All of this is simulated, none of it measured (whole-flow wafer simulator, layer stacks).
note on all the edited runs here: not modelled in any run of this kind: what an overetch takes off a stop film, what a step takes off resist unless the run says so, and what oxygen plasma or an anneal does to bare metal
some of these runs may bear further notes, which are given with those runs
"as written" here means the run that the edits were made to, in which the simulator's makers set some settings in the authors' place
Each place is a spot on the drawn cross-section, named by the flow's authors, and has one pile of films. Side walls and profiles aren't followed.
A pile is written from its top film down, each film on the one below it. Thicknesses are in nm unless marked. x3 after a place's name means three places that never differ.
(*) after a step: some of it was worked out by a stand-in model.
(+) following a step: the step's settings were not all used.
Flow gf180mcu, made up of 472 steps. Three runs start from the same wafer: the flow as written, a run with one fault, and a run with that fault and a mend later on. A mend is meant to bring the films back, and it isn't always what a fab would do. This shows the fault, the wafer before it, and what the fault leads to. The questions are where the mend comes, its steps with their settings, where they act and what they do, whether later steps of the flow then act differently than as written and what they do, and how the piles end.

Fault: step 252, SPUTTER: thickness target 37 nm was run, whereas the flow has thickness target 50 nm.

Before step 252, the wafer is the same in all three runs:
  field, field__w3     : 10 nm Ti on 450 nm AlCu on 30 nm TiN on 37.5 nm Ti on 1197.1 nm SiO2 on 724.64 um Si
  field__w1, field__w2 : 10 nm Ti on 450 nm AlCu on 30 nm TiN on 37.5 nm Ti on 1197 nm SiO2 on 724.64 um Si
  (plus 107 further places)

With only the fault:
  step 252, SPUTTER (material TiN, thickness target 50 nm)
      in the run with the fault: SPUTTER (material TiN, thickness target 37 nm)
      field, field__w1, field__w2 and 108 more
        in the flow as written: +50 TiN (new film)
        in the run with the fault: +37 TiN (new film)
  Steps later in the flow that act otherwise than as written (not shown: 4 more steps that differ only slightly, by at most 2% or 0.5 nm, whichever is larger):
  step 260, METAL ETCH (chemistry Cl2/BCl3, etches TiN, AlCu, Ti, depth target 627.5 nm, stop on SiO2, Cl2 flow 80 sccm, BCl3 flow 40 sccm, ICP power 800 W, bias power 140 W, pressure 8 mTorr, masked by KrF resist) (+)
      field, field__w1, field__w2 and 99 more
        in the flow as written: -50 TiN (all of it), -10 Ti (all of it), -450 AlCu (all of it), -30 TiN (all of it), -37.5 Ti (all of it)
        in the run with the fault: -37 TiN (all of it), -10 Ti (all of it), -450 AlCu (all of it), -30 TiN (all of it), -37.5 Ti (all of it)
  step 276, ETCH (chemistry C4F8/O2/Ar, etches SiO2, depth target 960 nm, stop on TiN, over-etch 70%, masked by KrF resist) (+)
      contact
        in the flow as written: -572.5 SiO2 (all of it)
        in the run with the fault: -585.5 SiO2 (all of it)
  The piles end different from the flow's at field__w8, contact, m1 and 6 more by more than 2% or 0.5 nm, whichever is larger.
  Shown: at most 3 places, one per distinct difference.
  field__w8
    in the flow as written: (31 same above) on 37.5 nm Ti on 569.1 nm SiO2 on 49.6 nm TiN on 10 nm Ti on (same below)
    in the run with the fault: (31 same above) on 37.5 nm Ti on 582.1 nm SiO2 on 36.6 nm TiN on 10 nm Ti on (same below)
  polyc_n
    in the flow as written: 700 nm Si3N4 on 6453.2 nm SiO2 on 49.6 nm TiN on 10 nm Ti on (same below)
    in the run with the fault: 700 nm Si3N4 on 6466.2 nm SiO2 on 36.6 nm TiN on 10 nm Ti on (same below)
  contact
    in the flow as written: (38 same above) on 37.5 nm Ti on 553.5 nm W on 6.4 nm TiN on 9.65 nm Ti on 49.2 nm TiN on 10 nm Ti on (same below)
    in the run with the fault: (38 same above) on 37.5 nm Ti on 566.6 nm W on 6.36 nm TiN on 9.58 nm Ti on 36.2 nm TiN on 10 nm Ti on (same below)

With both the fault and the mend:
  The mend stands after step 259.
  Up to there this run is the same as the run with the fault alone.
  step 259a, STRIP (chemistry O2/N2, power 2160 W, pressure 1700 mTorr) (*)
      field__w8, contact, m1 and 6 more
        -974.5 KrF resist (all of it)
  step 259b, SPUTTER (material TiN, thickness target 13 nm) (the flow's step 252, run once more with other settings)
      field, field__w1, field__w2 and 108 more
        +13 TiN
  step 259c, HMDS (120 C, 60 s) (the flow's step 254, run once more)
      does not change any film at any place that is followed
  step 259d, COAT (KrF resist, thickness 1000 nm) (the flow's step 255, run once more)
      field, field__w1, field__w2 and 108 more
        +1000 KrF resist (new film)
  step 259e, SOFTBAKE (KrF resist) (the flow's step 256, run once more)
      does not change any film at any place that is followed
  step 259f, EXPOSE (photomask Metal1) (the flow's step 257, run once more)
      does not change any film at any place that is followed
  step 259g, PEB (KrF resist, 135 C, 90 s) (the flow's step 258, run once more)
      field, field__w1, field__w2 and 108 more
        -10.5 KrF resist
  step 259h, DEVELOP (thickness 1000 nm, 60 s) (the flow's step 259, run once more)
      field, field__w1, field__w2 and 99 more
        -989.5 KrF resist (all of it)
      field__w8, contact, m1 and 6 more
        -14.9 KrF resist
  None of the later steps of the flow acts differently than as written at any place that is followed.
  At every place that both follow, the piles at the end match the flow's.
